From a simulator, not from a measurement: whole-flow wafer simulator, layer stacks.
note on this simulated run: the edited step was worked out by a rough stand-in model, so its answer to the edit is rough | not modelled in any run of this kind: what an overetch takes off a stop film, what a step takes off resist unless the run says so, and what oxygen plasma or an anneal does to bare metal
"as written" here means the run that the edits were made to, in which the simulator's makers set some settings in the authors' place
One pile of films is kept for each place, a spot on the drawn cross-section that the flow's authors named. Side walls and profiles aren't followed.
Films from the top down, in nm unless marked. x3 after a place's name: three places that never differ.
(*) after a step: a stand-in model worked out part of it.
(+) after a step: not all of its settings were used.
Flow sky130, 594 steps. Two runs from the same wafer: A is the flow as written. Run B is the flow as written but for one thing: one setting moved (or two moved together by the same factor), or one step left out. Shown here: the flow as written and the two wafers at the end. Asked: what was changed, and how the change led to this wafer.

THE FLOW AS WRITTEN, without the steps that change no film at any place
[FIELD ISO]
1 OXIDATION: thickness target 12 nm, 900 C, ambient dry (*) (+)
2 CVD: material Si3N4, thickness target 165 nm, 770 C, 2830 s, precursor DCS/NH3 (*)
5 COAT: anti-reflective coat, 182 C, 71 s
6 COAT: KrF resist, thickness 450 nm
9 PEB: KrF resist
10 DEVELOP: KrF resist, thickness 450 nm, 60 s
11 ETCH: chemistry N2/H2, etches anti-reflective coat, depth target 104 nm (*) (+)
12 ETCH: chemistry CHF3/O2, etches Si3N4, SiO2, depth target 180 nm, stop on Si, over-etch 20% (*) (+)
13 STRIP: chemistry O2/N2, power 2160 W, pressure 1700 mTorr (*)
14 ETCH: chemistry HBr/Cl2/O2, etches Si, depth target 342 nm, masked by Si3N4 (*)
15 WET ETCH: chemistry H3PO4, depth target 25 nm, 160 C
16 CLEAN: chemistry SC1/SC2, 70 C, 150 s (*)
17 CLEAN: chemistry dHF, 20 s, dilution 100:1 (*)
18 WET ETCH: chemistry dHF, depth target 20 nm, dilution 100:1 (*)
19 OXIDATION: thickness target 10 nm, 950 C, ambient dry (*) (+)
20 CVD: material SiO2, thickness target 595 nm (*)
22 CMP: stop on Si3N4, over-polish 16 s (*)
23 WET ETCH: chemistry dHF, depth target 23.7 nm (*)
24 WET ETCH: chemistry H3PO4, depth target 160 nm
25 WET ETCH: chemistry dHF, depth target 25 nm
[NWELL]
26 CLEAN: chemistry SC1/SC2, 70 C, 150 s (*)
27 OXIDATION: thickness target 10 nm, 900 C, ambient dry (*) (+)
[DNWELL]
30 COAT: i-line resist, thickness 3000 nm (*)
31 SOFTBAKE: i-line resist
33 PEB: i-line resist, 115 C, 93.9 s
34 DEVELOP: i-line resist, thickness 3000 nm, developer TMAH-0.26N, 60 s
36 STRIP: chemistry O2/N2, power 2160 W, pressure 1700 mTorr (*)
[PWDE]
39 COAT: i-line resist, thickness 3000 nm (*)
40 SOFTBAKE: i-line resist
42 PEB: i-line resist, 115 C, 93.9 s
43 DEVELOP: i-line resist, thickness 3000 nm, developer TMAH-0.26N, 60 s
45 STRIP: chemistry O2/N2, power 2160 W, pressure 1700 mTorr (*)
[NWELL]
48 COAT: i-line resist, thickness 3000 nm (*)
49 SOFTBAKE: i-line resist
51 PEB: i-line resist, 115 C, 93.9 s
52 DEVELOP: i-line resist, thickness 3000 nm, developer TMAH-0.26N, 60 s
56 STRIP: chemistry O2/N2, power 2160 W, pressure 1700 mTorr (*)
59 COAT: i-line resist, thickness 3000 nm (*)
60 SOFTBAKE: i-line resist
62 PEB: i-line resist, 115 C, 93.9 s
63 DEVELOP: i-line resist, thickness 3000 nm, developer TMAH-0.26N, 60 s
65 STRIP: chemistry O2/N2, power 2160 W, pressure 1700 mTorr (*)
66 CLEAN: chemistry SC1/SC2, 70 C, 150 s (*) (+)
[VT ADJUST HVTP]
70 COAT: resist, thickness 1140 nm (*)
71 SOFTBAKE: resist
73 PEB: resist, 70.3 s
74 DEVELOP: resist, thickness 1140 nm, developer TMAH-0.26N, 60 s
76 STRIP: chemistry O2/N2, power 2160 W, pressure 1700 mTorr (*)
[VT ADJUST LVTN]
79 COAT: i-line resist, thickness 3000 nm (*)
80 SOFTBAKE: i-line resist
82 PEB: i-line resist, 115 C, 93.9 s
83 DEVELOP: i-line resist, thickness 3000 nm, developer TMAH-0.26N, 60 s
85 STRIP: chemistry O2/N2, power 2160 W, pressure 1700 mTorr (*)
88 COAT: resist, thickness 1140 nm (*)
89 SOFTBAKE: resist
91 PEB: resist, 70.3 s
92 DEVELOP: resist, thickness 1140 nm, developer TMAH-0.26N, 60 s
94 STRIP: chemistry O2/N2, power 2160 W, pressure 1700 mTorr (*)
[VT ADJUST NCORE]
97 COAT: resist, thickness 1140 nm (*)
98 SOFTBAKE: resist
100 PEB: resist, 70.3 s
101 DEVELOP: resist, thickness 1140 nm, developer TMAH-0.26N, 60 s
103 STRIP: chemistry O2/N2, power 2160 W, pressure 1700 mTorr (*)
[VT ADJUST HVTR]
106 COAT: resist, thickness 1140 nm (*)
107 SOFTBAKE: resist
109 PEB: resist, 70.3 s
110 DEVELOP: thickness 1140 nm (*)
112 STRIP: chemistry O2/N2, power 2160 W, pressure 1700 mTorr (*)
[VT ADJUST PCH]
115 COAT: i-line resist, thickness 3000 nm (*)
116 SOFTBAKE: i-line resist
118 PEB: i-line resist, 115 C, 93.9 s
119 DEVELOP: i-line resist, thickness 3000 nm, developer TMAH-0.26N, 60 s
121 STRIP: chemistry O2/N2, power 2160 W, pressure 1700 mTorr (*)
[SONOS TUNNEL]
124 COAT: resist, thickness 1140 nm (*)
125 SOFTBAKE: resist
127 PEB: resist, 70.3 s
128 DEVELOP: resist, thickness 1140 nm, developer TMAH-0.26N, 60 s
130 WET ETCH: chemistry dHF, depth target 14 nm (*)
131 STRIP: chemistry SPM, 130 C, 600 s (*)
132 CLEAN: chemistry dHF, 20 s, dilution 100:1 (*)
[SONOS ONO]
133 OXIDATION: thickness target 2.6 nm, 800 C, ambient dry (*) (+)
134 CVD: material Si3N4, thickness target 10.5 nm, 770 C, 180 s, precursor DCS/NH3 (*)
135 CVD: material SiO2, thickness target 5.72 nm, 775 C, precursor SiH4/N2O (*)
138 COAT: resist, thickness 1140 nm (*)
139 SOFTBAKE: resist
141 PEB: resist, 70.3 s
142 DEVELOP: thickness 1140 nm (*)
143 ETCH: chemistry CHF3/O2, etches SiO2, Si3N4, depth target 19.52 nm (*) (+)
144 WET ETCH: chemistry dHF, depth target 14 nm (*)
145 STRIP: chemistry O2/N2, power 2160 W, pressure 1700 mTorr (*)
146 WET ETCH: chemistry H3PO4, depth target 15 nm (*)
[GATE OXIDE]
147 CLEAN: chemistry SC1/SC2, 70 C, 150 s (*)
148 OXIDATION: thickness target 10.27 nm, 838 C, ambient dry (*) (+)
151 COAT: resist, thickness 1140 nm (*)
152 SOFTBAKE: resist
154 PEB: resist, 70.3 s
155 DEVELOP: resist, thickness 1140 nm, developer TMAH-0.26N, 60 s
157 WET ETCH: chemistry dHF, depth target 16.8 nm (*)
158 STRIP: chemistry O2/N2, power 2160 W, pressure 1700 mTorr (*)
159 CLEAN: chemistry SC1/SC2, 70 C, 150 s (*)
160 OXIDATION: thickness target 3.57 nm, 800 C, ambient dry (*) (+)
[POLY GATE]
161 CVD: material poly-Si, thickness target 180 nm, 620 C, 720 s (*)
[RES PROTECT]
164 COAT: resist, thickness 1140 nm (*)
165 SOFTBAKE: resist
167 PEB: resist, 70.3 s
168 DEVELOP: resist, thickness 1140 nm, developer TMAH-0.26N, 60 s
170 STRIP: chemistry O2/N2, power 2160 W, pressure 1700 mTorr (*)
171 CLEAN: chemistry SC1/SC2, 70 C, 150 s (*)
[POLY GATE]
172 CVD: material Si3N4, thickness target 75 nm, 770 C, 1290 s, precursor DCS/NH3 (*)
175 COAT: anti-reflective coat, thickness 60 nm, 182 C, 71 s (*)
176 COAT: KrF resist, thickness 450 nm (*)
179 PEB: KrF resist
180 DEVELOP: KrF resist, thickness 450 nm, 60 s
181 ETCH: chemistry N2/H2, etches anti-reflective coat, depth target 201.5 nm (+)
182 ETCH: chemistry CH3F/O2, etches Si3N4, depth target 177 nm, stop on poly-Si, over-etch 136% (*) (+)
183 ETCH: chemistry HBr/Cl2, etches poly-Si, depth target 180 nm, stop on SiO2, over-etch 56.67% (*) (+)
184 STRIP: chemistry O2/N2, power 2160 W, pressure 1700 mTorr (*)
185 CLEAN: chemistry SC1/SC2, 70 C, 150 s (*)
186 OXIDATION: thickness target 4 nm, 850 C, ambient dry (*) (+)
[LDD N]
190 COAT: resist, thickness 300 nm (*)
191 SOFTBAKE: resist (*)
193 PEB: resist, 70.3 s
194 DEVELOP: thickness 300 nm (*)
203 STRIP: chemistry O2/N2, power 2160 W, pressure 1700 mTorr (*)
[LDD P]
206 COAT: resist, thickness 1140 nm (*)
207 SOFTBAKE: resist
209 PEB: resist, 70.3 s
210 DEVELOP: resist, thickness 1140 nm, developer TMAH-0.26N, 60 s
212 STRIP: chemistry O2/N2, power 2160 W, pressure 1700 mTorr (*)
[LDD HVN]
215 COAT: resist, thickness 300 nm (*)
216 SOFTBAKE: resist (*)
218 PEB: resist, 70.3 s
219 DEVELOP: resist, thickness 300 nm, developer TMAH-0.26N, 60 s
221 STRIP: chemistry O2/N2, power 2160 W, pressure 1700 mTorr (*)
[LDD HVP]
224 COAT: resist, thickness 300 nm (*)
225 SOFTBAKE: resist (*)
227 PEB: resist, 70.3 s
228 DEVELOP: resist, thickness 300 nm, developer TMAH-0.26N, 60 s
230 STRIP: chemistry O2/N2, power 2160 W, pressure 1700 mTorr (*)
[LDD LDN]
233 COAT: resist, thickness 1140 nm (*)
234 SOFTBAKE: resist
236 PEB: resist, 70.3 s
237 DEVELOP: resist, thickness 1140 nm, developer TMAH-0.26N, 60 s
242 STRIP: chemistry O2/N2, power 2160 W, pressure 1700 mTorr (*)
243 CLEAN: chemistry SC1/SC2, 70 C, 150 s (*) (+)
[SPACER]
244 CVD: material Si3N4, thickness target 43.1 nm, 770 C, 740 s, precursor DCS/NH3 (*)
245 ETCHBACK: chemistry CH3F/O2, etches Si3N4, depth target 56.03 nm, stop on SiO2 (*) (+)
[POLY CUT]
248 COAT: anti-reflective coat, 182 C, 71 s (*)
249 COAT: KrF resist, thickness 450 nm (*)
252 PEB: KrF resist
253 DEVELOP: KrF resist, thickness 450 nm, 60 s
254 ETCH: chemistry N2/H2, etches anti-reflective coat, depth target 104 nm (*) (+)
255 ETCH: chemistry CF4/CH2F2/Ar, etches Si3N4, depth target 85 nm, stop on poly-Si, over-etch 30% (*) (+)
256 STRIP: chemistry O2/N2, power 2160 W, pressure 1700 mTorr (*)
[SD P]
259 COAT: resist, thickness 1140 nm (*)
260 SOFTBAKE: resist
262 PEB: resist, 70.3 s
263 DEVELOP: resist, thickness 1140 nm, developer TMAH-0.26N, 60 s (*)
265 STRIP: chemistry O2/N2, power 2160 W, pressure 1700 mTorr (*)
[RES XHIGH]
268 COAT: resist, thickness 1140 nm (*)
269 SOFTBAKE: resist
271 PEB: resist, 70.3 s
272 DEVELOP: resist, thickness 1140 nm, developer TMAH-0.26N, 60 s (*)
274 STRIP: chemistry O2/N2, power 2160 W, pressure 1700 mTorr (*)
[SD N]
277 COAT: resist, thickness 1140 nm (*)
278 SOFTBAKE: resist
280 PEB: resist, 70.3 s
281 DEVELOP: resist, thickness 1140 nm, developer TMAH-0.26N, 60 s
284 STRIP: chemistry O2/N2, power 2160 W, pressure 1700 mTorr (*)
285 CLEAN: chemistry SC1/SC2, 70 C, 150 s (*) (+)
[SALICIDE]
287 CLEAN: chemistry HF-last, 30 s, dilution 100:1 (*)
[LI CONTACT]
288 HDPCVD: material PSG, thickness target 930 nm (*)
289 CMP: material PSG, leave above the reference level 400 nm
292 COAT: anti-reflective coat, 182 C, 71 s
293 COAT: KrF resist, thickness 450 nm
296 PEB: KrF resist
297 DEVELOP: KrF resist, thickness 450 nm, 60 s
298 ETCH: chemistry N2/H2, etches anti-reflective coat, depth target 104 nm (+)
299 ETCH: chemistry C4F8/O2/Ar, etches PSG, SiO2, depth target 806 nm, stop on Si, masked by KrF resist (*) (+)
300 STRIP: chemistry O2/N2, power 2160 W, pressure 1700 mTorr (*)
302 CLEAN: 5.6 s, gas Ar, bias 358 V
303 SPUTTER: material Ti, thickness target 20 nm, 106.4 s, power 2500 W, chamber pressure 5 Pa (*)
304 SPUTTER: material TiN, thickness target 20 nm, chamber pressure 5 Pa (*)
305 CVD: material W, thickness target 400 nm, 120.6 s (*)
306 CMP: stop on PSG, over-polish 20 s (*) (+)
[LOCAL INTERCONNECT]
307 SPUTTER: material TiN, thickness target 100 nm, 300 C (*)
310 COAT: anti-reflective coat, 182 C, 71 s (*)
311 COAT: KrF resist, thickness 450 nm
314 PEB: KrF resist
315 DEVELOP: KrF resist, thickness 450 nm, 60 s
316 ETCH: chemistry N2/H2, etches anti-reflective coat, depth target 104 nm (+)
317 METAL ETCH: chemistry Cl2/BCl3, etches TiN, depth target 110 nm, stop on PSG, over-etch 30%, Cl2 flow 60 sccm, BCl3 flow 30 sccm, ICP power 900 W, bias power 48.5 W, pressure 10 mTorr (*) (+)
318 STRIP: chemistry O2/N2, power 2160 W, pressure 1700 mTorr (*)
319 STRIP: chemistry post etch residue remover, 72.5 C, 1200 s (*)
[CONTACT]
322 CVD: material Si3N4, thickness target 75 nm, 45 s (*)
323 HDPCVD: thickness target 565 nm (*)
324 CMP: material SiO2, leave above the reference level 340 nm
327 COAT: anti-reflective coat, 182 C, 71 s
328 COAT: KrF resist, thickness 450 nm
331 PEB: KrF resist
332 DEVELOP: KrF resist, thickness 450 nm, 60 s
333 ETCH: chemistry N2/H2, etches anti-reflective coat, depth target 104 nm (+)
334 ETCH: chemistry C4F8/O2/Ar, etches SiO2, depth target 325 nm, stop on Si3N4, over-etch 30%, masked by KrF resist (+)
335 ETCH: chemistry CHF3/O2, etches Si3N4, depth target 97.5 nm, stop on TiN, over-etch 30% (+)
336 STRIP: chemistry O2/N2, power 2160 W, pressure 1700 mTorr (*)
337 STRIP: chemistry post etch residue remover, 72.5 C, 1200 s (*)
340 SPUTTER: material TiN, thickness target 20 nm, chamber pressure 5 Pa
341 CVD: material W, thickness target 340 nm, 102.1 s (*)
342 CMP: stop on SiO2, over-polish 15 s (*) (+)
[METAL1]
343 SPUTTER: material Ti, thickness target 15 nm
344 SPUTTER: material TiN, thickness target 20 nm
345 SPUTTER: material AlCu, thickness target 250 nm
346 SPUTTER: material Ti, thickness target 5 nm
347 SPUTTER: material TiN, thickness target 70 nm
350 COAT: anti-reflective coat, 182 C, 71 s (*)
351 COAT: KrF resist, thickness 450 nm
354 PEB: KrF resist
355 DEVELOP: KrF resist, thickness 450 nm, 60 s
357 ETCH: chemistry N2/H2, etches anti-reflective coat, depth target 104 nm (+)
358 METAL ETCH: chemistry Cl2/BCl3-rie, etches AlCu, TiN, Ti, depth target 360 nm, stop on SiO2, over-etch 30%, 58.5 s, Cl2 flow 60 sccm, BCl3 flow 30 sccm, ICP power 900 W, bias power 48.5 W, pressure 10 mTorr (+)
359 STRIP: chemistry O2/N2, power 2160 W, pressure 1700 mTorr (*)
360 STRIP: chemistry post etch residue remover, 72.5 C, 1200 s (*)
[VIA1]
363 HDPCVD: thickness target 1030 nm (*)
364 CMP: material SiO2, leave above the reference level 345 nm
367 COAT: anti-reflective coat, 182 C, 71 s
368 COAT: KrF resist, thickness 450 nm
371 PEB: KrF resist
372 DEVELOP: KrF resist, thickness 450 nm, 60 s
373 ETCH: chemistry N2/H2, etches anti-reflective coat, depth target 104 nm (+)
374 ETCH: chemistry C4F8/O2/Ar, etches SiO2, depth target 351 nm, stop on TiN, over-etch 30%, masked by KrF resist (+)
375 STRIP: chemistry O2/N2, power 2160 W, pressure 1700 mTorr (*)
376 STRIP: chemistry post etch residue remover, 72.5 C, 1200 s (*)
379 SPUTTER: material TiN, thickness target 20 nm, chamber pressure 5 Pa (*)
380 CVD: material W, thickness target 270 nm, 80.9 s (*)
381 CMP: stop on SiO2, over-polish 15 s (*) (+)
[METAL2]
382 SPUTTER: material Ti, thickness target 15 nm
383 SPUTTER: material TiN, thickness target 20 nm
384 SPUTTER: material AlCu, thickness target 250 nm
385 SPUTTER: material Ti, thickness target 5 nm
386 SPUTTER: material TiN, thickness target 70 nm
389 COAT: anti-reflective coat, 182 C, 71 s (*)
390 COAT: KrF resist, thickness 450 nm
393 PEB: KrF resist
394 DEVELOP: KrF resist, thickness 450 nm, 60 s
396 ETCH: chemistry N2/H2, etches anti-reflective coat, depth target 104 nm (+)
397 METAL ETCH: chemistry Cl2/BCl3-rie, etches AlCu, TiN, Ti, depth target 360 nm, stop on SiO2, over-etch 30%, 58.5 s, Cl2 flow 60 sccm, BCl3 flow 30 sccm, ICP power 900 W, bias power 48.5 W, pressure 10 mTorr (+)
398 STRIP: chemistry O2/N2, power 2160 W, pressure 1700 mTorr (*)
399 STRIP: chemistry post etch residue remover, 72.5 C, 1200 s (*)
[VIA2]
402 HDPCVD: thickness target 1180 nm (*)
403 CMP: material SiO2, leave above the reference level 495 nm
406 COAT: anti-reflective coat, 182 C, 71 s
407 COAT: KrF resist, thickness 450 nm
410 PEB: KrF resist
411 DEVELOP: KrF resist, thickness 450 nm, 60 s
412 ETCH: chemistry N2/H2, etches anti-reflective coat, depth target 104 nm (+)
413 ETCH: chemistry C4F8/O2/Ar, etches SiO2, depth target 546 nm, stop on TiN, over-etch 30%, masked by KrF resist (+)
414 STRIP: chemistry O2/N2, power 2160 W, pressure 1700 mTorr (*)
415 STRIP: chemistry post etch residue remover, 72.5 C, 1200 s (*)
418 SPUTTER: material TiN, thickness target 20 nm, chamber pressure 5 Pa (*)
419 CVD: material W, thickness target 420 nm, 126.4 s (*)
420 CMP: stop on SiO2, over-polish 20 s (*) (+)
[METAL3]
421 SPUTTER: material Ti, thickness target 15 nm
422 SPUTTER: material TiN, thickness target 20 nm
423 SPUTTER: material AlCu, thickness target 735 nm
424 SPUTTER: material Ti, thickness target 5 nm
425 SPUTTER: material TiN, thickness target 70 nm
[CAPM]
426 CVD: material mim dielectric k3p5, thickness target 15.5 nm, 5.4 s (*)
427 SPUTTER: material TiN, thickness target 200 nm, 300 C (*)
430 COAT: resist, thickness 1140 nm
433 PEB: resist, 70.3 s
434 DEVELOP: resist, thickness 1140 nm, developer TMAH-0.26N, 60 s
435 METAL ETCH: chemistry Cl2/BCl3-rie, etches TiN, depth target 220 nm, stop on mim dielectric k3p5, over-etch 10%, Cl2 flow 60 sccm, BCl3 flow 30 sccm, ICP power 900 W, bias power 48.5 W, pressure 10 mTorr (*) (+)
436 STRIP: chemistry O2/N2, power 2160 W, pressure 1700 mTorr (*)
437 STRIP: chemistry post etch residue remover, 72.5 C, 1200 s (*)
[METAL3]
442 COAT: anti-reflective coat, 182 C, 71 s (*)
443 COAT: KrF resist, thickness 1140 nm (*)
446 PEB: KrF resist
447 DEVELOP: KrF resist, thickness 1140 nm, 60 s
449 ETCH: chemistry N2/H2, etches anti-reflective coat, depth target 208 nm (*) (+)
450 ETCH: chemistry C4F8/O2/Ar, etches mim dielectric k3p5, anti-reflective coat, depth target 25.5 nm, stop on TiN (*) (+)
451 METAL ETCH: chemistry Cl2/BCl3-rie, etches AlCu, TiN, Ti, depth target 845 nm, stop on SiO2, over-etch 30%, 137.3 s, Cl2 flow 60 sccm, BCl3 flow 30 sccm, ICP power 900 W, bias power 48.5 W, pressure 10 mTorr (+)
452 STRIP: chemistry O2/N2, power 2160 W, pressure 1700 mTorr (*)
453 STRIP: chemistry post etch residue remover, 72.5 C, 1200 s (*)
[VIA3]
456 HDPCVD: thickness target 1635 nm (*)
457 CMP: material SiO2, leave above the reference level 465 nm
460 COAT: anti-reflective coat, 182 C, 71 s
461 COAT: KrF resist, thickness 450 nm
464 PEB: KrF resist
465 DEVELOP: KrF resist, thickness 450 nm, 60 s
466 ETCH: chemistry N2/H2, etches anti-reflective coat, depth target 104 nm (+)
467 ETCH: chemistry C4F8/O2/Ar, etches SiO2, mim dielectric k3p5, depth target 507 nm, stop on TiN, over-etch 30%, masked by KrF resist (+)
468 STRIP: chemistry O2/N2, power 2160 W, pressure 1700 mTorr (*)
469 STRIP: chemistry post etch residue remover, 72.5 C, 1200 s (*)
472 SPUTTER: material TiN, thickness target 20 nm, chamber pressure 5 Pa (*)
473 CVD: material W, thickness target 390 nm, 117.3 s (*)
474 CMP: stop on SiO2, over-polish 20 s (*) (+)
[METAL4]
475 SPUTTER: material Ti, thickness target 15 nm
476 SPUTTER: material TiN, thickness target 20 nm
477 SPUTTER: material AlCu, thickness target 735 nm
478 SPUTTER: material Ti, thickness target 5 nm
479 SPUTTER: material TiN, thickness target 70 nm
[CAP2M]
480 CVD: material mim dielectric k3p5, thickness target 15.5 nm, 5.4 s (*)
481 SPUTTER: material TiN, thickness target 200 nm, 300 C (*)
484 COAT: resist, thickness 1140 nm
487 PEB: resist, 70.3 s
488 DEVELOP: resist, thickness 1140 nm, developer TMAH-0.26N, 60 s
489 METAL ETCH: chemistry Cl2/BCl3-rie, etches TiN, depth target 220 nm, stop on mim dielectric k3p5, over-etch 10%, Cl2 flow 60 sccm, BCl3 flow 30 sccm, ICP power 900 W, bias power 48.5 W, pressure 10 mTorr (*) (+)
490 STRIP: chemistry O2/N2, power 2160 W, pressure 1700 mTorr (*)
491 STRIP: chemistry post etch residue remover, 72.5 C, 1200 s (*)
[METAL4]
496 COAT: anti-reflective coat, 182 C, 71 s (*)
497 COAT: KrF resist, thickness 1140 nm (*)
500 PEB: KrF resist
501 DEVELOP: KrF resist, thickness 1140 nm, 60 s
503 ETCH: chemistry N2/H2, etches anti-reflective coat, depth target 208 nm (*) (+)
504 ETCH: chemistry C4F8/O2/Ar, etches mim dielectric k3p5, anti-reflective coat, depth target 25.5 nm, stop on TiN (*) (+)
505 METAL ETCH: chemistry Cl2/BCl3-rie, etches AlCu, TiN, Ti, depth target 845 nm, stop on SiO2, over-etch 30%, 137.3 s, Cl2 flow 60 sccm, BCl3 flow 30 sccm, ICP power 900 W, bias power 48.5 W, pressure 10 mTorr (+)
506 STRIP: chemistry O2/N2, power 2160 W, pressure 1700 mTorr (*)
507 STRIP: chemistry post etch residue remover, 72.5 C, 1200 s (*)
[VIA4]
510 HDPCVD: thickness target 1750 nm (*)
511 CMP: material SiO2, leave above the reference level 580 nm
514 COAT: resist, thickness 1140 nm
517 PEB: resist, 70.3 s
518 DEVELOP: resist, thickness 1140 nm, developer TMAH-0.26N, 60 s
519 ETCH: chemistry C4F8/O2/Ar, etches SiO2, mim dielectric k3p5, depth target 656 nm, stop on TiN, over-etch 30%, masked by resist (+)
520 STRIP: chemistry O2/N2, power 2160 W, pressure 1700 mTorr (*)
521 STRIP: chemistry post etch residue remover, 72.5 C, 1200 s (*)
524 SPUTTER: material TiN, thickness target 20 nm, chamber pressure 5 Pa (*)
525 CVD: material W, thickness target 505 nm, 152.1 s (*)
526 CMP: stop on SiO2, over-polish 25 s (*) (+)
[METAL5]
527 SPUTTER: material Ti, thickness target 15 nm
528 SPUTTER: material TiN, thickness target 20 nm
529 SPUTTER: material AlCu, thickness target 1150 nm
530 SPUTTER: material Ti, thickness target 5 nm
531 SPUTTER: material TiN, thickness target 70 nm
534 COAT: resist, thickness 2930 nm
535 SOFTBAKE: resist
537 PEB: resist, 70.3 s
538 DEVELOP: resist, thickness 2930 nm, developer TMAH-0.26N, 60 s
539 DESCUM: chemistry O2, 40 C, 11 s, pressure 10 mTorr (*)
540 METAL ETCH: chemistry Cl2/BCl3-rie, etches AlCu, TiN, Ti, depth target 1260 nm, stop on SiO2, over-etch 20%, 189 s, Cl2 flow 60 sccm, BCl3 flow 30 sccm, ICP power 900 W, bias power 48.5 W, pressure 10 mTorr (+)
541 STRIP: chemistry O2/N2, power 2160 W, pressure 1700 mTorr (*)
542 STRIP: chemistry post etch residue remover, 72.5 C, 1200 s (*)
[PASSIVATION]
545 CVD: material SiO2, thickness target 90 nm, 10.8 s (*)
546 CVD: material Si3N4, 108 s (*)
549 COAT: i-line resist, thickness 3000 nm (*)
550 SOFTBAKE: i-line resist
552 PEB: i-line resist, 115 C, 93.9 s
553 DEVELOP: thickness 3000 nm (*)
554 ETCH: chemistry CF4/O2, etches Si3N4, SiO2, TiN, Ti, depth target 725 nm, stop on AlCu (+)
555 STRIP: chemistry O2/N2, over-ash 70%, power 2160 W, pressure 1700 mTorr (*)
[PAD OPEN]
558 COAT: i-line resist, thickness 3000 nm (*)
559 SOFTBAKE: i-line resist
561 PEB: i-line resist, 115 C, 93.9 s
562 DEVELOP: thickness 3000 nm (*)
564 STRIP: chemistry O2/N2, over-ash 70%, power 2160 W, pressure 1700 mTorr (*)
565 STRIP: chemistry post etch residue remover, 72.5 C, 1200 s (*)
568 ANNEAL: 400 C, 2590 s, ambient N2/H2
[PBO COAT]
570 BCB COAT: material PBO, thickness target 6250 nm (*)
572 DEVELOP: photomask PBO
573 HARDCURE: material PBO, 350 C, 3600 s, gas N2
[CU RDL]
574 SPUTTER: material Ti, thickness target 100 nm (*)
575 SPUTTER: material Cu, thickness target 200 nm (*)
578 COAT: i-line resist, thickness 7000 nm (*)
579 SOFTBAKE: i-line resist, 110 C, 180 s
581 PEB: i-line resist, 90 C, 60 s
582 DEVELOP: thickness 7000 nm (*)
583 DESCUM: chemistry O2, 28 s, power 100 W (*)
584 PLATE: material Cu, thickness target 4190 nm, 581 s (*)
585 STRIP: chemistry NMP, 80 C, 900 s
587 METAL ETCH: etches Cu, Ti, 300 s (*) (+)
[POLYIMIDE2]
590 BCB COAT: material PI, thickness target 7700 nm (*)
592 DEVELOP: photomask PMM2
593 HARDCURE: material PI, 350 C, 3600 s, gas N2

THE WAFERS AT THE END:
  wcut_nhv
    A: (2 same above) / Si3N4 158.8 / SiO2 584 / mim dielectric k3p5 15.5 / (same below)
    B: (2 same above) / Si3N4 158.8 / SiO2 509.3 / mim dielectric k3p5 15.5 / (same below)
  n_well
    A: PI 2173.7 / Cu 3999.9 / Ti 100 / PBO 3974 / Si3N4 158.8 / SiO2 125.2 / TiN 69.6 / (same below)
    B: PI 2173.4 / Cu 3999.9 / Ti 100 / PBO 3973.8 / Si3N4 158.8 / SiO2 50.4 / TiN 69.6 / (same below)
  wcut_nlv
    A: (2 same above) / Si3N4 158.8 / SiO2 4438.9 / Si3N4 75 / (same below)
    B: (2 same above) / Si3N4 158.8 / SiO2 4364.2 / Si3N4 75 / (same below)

The cause: step 545, CVD: thickness target 36 nm was run, where the flow has thickness target 90 nm; step 545, CVD: 4.32 s was run, where the flow has 10.8 s.

How the change led to this, step by step:
  545 CVD: material SiO2, thickness target 90 nm, 10.8 s (*)
      field, active, gate and 175 more: A SiO2 +125.2 | B SiO2 +50.4
      n_well, p_well, sd_n and 12 more: A SiO2 +125.2 (new film) | B SiO2 +50.4 (new film)
  550 SOFTBAKE: i-line resist
      active: A i-line resist +12 | B i-line resist +10.5
      gate: A i-line resist -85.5 | B i-line resist -81.3
      (and at 59 more places)
  554 ETCH: chemistry CF4/O2, etches Si3N4, SiO2, TiN, Ti, depth target 725 nm, stop on AlCu (+)
      field, active, n_well and 189 more: A i-line resist -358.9 | B i-line resist -284.2
      pad: A Si3N4 -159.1 (all of it), SiO2 -125.2 (all of it), TiN -69.6 (all of it), Ti -5 (all of it) | B Si3N4 -159.1 (all of it), SiO2 -50.4 (all of it), TiN -69.6 (all of it), Ti -5 (all of it)
  555 STRIP: chemistry O2/N2, over-ash 70%, power 2160 W, pressure 1700 mTorr (*)
      gate_hv, dice_street, iso_guard and 83 more: A i-line resist -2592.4 (all of it) | B i-line resist -2667.1 (all of it)
      n_well, p_well, sd_n, sd_p: A i-line resist -1340.8 (all of it) | B i-line resist -1415.6 (all of it)
      (and at 102 more places)
  558 COAT: i-line resist, thickness 3000 nm (*)
      pad: A i-line resist +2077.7 (new film) | B i-line resist +2002.5 (new film)
  559 SOFTBAKE: i-line resist
      field: A i-line resist +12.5 | B i-line resist +11
      active: A i-line resist +12 | B i-line resist +10.5
      (and at 66 more places)
  561 PEB: i-line resist, 115 C, 93.9 s
      pad: A i-line resist -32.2 | B i-line resist -30.9
  562 DEVELOP: thickness 3000 nm (*)
      pad: A i-line resist -2045.5 (all of it) | B i-line resist -1971.6 (all of it)
  578 COAT: i-line resist, thickness 7000 nm (*)
      pad: A i-line resist +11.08 um (new film) | B i-line resist +11.01 um (new film)
  579 SOFTBAKE: i-line resist, 110 C, 180 s
      mim, vcap_hvt: A i-line resist -16.8 | B i-line resist -15.6
      ndiff_licon_rim, ndiff_licon: A i-line resist -8.01 | B i-line resist -6.9
      (and at 28 more places)
  582 DEVELOP: thickness 7000 nm (*)
      pad: A i-line resist -11.08 um (all of it) | B i-line resist -11.01 um (all of it)
